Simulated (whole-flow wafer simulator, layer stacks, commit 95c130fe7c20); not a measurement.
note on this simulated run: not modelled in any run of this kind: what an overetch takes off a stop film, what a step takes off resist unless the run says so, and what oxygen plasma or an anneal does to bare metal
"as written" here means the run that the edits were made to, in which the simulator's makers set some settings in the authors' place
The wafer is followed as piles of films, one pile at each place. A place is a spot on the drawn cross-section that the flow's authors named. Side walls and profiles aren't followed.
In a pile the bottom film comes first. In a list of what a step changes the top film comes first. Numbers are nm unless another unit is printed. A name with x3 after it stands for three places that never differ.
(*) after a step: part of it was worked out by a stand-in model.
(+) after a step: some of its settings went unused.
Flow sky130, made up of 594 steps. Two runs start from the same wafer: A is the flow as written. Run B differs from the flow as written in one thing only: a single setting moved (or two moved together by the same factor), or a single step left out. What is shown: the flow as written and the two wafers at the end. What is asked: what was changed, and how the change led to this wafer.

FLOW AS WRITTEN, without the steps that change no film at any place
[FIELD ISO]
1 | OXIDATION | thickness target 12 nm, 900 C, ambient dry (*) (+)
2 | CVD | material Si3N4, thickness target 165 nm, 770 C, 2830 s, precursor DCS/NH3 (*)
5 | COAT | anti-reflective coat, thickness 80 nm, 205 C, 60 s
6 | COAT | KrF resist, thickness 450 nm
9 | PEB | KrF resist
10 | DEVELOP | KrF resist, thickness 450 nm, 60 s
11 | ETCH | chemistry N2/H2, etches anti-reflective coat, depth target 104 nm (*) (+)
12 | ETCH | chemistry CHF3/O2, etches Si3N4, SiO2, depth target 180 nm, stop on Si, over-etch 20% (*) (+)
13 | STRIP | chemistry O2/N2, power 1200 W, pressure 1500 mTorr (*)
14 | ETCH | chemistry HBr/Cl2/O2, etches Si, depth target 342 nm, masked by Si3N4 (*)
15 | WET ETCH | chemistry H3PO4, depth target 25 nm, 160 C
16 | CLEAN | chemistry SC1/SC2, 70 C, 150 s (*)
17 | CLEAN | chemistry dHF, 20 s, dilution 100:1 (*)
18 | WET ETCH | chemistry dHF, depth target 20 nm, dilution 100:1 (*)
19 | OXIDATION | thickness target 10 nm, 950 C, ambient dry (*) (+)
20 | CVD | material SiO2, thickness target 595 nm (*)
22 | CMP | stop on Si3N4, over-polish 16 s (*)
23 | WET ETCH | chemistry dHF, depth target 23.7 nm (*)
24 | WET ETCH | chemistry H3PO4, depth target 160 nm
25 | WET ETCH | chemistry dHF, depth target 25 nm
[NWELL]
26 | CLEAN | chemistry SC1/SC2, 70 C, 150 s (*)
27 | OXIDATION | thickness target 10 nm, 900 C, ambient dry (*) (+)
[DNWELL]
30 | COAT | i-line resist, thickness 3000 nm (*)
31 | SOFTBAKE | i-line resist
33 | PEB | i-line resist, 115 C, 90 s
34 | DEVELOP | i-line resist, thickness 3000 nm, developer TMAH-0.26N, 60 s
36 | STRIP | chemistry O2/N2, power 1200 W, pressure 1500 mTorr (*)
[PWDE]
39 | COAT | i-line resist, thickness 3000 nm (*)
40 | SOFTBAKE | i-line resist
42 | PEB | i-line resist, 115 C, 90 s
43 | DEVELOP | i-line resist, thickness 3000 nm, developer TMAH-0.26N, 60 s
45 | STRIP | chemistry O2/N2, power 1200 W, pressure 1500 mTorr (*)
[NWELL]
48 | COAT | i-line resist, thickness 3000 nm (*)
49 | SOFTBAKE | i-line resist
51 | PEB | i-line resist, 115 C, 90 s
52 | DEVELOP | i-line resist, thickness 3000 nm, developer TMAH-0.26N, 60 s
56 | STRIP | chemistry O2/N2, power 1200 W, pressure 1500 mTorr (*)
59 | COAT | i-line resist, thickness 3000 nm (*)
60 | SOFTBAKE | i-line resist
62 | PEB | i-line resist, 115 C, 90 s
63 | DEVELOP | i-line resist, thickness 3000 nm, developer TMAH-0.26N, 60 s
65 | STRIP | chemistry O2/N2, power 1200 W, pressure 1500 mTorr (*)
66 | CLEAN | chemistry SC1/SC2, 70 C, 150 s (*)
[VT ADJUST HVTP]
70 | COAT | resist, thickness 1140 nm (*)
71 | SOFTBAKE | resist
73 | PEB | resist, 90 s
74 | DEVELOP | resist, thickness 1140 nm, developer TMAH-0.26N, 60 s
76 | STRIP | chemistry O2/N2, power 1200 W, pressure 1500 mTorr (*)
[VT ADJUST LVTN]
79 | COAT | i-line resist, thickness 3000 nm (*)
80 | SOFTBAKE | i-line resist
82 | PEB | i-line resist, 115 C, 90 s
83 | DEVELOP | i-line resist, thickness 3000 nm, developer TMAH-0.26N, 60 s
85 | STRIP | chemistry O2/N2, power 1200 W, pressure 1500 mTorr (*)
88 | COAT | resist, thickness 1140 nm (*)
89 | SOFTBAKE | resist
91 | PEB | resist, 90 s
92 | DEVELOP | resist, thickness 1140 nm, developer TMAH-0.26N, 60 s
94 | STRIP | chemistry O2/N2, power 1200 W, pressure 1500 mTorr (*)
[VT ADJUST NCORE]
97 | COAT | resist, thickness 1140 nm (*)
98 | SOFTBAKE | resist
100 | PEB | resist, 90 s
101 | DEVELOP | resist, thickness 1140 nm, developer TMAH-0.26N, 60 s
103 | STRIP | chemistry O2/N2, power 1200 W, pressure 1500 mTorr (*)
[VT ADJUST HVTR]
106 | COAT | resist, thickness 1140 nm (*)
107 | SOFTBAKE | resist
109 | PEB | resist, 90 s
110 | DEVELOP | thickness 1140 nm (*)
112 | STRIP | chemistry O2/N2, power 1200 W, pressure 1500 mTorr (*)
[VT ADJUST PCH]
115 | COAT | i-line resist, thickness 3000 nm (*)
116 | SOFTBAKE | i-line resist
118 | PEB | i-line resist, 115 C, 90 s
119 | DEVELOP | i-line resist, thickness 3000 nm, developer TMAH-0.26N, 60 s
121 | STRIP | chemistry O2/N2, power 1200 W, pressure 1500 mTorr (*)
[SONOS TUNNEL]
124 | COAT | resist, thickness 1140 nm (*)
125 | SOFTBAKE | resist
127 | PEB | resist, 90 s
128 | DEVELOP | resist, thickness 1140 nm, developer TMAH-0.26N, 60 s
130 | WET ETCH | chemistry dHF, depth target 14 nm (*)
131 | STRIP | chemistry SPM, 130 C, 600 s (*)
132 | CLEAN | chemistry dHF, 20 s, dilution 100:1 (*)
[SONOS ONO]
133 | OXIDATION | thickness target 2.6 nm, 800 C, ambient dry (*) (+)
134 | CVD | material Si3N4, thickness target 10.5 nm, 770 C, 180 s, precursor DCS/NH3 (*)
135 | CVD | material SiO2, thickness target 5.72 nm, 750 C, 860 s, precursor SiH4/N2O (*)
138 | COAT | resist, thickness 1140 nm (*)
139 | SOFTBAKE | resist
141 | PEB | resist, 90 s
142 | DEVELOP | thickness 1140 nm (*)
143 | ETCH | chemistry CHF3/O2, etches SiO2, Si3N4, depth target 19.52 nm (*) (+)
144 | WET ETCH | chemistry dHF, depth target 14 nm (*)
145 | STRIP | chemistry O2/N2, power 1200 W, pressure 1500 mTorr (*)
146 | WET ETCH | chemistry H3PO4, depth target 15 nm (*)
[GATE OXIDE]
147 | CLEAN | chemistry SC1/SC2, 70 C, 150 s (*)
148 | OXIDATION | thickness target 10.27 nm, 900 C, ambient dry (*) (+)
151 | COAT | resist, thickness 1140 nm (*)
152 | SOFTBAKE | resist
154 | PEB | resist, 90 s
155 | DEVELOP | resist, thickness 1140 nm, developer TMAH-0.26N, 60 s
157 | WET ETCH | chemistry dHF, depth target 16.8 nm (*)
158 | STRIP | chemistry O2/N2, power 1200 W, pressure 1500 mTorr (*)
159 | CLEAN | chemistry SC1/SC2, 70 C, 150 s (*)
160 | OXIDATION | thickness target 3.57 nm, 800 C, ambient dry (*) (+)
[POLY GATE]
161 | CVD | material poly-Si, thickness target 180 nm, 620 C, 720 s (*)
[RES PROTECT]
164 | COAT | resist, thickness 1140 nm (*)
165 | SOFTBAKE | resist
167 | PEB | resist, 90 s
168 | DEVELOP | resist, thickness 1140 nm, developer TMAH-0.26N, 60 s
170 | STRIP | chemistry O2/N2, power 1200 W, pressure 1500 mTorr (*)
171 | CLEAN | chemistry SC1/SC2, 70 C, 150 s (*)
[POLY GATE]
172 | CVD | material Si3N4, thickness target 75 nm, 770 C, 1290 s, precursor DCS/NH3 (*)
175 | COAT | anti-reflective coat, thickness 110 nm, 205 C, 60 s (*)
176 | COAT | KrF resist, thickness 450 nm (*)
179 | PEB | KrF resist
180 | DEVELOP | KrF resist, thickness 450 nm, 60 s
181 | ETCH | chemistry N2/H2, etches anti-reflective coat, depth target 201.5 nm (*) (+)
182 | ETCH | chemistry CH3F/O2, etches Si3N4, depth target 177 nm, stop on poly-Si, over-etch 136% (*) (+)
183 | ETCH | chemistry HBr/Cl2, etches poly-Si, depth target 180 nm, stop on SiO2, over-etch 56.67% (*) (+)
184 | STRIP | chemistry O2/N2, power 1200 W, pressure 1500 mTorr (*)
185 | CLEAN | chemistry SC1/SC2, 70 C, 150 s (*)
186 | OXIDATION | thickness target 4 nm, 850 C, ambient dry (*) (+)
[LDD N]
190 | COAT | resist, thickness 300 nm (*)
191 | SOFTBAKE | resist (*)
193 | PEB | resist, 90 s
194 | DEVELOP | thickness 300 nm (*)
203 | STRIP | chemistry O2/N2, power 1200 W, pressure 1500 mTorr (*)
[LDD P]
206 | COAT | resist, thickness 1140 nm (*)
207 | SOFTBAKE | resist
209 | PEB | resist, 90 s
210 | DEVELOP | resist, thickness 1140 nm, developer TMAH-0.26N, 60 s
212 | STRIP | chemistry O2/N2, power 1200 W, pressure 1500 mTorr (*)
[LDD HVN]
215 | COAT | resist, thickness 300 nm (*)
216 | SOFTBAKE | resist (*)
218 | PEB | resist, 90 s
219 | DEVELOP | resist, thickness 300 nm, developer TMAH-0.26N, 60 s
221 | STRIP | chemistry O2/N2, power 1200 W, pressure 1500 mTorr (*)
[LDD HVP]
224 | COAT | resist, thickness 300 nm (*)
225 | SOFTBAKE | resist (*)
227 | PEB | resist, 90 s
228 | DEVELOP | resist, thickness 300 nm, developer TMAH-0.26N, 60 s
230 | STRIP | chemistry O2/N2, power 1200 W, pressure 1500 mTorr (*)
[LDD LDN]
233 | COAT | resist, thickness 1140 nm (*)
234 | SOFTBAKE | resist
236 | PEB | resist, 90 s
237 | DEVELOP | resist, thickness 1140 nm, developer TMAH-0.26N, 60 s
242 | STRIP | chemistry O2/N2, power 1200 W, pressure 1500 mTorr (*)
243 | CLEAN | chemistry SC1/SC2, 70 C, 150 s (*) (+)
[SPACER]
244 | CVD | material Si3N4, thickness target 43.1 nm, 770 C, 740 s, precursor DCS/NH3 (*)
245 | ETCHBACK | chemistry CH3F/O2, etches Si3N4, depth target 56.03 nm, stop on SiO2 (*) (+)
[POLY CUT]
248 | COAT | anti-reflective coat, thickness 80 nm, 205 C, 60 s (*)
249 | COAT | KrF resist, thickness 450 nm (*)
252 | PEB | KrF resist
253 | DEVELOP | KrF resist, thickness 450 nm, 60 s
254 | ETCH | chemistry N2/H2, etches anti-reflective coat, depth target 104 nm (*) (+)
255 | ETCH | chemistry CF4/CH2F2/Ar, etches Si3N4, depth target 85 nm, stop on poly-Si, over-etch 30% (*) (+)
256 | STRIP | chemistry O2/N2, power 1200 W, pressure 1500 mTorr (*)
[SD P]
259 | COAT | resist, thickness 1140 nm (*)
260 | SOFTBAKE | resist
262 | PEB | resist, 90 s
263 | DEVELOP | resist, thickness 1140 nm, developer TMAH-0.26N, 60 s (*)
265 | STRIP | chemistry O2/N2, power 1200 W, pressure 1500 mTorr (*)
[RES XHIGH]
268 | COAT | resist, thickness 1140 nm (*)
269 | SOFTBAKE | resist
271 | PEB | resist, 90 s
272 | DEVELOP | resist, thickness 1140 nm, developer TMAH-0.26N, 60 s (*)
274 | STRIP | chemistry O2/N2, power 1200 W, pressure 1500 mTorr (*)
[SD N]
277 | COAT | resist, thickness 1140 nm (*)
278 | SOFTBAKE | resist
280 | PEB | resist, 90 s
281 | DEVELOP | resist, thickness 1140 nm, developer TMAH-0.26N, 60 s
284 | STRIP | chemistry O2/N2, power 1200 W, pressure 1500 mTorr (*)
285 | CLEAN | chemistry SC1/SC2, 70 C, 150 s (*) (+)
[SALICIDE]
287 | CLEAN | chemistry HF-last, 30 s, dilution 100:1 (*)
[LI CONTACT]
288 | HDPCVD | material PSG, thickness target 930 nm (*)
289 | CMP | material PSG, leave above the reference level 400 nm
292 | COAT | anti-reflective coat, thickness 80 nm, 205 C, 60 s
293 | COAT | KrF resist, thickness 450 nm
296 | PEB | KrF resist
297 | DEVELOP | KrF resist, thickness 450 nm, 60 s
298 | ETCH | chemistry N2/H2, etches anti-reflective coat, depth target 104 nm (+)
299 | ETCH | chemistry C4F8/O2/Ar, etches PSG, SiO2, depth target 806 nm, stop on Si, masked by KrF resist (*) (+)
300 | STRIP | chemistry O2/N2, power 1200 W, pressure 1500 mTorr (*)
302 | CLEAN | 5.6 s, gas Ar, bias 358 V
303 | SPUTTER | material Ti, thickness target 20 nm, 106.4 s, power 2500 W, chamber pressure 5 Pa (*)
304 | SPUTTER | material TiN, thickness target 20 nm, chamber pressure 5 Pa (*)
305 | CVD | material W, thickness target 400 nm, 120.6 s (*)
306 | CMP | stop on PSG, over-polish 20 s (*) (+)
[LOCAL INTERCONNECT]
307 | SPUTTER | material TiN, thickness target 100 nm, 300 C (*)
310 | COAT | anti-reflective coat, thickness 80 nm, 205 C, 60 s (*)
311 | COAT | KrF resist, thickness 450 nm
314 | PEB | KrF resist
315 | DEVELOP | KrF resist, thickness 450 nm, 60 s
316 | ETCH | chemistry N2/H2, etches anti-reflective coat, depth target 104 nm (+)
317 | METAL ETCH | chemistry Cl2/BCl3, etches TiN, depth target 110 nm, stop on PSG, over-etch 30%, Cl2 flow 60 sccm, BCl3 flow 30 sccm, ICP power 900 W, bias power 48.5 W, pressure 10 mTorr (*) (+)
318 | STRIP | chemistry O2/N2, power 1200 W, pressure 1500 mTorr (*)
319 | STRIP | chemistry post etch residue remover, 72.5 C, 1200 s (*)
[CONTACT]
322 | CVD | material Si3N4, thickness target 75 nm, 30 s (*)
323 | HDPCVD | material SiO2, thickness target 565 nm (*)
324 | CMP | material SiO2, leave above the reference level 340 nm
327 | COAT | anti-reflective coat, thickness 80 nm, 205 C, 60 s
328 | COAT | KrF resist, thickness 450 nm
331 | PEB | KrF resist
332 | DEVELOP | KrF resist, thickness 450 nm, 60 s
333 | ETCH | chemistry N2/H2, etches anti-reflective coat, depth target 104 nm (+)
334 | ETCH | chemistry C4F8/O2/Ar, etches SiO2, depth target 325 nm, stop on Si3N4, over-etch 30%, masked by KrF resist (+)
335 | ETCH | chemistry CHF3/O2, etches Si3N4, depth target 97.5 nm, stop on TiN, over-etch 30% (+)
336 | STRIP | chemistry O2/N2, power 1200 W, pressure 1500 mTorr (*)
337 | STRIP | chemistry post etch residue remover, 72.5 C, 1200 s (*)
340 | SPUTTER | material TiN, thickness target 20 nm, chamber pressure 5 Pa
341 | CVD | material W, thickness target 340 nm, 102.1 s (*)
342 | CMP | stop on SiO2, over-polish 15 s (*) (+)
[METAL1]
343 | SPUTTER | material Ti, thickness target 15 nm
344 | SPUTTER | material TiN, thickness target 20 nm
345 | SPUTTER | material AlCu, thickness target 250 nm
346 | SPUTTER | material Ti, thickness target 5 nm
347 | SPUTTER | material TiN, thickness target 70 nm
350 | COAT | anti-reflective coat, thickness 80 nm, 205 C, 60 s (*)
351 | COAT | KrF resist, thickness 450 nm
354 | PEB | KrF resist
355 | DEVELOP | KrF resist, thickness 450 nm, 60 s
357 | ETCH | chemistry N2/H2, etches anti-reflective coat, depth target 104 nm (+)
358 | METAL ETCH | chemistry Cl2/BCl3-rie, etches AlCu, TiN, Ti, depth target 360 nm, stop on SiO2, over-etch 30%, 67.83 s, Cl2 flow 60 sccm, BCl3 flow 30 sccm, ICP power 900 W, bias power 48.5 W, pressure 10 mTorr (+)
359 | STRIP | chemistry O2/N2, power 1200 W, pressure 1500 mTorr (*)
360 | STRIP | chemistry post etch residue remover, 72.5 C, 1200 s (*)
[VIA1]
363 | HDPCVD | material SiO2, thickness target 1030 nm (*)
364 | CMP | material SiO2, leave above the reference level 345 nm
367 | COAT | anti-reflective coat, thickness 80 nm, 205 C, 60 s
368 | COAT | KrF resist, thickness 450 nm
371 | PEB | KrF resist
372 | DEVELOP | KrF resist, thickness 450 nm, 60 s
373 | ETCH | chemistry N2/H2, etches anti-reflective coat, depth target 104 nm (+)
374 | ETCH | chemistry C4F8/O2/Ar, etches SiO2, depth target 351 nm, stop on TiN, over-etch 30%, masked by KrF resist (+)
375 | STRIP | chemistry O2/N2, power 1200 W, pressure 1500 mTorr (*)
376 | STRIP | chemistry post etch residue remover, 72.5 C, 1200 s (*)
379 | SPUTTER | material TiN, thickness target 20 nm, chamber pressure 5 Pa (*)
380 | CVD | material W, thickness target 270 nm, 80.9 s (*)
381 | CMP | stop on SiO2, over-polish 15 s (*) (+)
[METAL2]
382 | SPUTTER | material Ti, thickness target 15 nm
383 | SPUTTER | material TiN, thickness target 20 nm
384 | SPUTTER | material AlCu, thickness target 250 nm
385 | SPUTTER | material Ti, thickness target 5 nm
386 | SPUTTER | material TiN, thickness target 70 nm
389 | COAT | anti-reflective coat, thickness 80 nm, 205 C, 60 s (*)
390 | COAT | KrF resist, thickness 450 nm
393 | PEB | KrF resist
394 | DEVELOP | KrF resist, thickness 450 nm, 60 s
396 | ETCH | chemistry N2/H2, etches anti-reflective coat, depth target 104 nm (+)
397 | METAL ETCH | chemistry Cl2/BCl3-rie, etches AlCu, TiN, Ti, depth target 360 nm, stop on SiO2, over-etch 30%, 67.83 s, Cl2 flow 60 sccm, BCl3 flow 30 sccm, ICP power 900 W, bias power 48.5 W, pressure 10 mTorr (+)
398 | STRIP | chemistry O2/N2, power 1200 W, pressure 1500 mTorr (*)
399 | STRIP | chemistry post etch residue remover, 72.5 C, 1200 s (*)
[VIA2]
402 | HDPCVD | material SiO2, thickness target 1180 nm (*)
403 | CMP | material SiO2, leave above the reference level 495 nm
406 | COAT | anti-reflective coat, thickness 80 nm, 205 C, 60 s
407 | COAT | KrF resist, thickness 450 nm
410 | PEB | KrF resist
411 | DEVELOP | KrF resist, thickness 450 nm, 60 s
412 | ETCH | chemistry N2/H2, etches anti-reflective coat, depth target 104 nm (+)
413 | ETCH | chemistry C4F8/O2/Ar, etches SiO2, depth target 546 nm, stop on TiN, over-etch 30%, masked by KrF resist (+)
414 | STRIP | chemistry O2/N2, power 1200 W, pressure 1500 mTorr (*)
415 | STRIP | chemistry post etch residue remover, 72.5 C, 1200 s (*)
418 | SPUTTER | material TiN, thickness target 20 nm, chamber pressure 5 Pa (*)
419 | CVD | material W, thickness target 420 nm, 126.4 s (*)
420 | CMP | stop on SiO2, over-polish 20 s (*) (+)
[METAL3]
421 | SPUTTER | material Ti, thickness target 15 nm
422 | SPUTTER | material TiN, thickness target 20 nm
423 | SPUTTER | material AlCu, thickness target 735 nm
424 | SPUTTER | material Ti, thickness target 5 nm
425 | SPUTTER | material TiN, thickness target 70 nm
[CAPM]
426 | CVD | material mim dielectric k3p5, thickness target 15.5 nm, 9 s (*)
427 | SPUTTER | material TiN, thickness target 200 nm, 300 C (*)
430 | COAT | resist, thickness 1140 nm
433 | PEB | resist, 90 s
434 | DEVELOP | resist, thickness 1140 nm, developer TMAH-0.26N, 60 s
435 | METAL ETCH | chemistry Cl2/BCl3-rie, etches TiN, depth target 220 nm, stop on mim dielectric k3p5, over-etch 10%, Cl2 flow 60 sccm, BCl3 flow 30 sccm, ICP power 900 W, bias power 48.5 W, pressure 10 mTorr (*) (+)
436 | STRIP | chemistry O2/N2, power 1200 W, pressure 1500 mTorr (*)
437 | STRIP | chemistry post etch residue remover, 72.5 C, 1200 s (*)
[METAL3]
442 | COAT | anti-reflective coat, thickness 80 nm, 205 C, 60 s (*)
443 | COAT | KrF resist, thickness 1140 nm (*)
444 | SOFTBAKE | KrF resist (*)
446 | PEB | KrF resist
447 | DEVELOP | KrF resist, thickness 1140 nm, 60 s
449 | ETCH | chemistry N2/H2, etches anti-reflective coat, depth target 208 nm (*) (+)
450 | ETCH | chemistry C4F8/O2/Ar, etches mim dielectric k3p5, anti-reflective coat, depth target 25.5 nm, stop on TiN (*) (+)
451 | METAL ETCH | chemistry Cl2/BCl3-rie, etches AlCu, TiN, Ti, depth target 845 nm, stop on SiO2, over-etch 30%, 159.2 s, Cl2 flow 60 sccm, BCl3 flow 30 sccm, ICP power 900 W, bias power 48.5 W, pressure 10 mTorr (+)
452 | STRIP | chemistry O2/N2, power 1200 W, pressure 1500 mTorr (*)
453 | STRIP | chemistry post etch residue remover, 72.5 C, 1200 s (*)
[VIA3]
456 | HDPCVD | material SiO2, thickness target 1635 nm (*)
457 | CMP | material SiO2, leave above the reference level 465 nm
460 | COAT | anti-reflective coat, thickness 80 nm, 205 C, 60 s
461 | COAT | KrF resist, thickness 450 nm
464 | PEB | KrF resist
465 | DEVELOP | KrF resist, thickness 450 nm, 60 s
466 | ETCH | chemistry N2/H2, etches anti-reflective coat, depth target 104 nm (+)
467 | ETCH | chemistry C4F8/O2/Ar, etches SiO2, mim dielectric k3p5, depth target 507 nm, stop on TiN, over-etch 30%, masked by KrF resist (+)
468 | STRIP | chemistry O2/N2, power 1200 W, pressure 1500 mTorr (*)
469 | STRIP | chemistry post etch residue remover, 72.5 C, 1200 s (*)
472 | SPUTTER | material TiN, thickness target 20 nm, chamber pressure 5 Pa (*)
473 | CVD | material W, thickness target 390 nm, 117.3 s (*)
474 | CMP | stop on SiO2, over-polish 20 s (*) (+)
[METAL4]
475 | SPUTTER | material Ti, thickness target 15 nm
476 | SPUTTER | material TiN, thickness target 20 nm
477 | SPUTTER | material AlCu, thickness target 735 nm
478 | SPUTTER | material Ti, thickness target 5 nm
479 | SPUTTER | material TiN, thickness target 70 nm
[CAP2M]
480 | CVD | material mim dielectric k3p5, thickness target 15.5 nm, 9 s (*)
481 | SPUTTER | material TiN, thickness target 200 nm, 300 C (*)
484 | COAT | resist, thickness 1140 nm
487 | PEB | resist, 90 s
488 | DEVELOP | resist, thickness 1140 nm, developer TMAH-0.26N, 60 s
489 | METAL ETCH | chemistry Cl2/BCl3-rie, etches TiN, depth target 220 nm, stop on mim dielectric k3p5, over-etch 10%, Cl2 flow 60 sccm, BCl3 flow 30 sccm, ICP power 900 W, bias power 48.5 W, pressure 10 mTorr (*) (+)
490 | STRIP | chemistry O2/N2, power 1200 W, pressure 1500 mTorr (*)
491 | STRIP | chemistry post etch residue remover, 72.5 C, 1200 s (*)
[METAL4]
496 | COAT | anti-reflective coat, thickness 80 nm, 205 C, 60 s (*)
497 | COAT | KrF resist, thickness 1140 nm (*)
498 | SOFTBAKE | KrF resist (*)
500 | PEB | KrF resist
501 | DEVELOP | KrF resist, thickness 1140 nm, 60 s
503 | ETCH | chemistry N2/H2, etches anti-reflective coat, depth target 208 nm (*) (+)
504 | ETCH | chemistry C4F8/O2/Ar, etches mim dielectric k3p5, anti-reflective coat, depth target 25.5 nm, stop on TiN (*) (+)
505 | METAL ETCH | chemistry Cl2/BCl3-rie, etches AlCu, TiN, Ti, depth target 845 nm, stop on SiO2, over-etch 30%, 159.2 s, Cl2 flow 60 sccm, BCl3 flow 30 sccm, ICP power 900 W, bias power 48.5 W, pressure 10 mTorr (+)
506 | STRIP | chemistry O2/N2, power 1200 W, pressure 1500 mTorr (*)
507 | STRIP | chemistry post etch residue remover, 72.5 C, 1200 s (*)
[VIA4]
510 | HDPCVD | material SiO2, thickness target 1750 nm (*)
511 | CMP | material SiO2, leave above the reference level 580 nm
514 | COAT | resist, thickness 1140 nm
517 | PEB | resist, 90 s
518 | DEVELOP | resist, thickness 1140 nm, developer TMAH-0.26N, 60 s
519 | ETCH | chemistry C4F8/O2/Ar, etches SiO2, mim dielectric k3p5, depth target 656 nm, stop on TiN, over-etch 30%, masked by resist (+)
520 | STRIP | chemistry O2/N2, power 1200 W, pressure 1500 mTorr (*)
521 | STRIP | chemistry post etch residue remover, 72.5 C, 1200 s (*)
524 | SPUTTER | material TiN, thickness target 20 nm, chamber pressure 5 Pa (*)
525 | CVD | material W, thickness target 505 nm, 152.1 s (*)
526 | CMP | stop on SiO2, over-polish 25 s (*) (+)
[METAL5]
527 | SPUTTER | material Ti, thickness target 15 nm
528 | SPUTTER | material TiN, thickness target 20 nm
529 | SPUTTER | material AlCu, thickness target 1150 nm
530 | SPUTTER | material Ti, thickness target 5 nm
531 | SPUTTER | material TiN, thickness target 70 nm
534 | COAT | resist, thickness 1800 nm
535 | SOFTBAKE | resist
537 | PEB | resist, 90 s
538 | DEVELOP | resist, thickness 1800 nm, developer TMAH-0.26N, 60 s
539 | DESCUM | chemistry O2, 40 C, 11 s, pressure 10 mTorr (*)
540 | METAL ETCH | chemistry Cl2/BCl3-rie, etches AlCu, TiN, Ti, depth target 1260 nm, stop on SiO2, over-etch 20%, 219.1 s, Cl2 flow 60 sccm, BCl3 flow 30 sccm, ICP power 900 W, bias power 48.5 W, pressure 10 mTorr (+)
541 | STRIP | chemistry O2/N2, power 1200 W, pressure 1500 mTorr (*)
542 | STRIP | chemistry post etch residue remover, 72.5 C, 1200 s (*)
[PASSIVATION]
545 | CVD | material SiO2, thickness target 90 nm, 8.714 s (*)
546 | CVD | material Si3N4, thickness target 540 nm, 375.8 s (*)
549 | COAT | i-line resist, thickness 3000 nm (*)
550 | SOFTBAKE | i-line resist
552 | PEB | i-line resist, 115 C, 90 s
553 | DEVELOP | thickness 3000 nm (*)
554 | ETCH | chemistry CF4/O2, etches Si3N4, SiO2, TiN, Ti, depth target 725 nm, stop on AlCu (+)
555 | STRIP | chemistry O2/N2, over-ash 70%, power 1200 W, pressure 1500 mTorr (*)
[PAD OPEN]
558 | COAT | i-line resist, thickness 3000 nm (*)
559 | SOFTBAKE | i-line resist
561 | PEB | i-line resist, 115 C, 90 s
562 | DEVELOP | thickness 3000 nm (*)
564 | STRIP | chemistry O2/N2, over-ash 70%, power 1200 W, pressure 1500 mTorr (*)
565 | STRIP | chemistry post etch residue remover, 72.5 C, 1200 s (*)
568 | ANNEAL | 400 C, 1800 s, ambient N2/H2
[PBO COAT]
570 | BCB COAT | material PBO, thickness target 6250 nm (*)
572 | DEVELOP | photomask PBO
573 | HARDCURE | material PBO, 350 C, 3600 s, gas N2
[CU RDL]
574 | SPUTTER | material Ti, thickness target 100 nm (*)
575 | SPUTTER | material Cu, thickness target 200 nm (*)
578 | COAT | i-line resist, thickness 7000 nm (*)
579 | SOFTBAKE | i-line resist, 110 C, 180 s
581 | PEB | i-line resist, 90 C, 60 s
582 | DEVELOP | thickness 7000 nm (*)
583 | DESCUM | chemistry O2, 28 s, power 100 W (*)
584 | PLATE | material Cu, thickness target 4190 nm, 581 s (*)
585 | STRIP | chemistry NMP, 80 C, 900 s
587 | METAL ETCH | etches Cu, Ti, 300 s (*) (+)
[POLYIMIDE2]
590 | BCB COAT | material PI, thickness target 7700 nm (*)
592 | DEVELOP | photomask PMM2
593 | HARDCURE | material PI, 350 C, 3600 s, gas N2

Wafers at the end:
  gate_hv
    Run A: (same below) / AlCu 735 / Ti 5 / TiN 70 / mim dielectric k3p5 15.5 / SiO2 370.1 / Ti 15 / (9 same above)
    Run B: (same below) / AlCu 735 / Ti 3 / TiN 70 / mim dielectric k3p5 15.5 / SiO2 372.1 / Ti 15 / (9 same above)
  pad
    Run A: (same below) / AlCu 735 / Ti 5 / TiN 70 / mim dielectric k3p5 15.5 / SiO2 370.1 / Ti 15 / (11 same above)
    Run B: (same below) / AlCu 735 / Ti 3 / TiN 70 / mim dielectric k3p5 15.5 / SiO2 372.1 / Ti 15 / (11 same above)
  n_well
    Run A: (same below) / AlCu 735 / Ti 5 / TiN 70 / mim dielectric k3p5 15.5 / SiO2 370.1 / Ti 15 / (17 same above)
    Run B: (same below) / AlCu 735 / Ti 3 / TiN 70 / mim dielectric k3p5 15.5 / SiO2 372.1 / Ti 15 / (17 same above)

What caused this: step 424, SPUTTER: thickness target 3 nm was run, whereas the flow has thickness target 5 nm.
The wafer itself shows it: gate_hv has Ti 3, and step 424 as written asks for 5 nm.

The path from the change to this, step by step:
  424 | SPUTTER | material Ti, thickness target 5 nm
      field, active, n_well and 188 more: A Ti gains 5 (new film) | B Ti gains 3 (new film)
  451 | METAL ETCH | chemistry Cl2/BCl3-rie, etches AlCu, TiN, Ti, depth target 845 nm, stop on SiO2, over-etch 30%, 159.2 s, Cl2 flow 60 sccm, BCl3 flow 30 sccm, ICP power 900 W, bias power 48.5 W, pressure 10 mTorr (+)
      field, active, gate and 62 more: A TiN loses 70 (all of it), Ti loses 5 (all of it), AlCu loses 735 (all of it), TiN loses 20 (all of it), Ti loses 15 (all of it), SiO2 loses 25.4 | B TiN loses 70 (all of it), Ti loses 3 (all of it), AlCu loses 735 (all of it), TiN loses 20 (all of it), Ti loses 15 (all of it), SiO2 loses 25.5
      vpp_ln, vpp_iso2, ndiff_ln, ndiff_cd, via1_hole, via1_enc, m2_ln_cd: A TiN loses 70 (all of it), Ti loses 5 (all of it), AlCu loses 735 (all of it), TiN loses 20 (all of it), Ti loses 15 (all of it), SiO2 loses 25.3 | B TiN loses 70 (all of it), Ti loses 3 (all of it), AlCu loses 735 (all of it), TiN loses 20 (all of it), Ti loses 15 (all of it), SiO2 loses 25.6
      (and at 13 other places as well)
